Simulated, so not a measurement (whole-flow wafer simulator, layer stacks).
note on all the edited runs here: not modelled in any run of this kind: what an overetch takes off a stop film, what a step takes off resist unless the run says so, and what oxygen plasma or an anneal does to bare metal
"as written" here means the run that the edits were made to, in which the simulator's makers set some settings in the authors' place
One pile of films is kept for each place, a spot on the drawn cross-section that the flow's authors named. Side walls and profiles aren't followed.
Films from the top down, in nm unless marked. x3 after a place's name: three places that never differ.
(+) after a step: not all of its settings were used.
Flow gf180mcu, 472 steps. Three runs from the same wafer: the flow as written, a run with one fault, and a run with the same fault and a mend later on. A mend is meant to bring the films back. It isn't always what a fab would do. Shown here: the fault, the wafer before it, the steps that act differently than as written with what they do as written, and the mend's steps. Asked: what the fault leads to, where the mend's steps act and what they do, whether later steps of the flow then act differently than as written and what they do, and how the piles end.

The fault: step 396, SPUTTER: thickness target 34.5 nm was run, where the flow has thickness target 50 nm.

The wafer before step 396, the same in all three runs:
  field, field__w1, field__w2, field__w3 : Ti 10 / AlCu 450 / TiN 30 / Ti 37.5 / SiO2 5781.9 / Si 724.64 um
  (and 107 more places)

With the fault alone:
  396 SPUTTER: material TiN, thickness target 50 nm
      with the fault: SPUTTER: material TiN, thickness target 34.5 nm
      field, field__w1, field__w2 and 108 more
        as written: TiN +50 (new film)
        with the fault: TiN +34.5 (new film)
  Later steps of the flow that act differently than as written (1 more step differs only slightly, by at most 2% or 0.5 nm, whichever is larger, and isn't shown):
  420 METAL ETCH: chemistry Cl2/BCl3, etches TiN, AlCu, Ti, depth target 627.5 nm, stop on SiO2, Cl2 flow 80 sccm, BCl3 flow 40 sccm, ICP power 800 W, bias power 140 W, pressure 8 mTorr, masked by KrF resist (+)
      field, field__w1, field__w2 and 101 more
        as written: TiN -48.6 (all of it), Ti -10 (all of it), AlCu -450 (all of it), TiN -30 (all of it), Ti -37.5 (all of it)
        with the fault: TiN -33.1 (all of it), Ti -10 (all of it), AlCu -450 (all of it), TiN -30 (all of it), Ti -37.5 (all of it)
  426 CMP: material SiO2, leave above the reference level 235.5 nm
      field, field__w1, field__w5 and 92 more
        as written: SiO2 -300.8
        with the fault: SiO2 -316.3
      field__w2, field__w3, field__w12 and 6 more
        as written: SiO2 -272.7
        with the fault: SiO2 -288.9
  At the end the piles differ from the flow's by more than 2% or 0.5 nm, whichever is larger, at field__w4, field__w8, contact, m1, m1__w1, mim, mim_1p0, m1_nw.
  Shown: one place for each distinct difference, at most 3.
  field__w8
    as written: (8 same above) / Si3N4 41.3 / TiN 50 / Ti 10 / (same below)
    with the fault: (8 same above) / Si3N4 41.3 / TiN 34.5 / Ti 10 / (same below)
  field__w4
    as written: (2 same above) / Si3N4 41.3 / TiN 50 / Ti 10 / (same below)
    with the fault: (2 same above) / Si3N4 41.3 / TiN 34.5 / Ti 10 / (same below)
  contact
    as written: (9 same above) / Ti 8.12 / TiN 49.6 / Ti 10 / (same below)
    with the fault: (9 same above) / Ti 8.12 / TiN 34.1 / Ti 10 / (same below)

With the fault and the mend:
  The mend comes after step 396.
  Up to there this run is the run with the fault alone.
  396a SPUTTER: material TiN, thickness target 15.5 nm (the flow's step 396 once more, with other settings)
      field, field__w1, field__w2 and 108 more
        TiN +15.5
  No later step of the flow acts differently than as written at any place that is followed.
  At the end the piles are the same as the flow's at every place that both follow.
